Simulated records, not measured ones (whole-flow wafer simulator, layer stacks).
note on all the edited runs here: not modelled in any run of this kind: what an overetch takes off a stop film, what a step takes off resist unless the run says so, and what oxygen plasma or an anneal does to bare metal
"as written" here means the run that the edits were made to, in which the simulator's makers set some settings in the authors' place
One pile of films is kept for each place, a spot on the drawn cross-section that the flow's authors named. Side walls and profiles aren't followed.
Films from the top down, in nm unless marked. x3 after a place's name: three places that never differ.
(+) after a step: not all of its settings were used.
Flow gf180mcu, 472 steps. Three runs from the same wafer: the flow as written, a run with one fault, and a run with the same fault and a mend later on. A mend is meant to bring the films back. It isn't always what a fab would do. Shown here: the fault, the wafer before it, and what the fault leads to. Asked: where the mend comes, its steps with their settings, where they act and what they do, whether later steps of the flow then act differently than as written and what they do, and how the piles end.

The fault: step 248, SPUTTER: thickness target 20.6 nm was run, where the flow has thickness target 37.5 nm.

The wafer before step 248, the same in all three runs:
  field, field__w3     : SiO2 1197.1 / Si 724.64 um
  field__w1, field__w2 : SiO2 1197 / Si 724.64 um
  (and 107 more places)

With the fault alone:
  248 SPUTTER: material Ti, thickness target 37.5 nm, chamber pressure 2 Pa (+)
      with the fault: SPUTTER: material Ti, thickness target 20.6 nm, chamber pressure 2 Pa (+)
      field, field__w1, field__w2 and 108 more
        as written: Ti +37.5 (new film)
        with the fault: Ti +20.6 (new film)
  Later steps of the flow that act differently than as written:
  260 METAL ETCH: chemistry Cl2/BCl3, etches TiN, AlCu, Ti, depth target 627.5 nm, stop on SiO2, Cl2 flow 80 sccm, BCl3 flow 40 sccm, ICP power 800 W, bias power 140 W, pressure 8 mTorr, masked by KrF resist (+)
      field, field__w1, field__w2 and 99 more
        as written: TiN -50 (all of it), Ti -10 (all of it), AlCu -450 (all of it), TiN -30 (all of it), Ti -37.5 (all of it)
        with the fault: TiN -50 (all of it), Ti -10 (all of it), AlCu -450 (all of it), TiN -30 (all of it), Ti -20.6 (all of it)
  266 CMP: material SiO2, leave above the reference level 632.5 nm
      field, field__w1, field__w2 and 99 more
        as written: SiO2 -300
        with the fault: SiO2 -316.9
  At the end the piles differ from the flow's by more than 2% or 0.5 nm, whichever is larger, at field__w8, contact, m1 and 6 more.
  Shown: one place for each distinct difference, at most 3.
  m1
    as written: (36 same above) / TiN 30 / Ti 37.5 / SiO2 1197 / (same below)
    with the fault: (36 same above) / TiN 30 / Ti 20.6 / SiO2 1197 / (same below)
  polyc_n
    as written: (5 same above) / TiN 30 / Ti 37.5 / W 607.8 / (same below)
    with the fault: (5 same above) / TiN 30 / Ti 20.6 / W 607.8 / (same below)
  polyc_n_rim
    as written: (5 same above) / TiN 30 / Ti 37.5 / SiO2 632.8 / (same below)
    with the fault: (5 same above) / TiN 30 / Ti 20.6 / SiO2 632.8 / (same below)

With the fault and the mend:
  The mend comes after step 248.
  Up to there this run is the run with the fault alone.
  248a SPUTTER: material Ti, thickness target 16.9 nm, chamber pressure 2 Pa (+) (the flow's step 248 once more, with other settings)
      field, field__w1, field__w2 and 108 more
        Ti +16.9
  No later step of the flow acts differently than as written at any place that is followed.
  At the end the piles are the same as the flow's at every place that both follow.
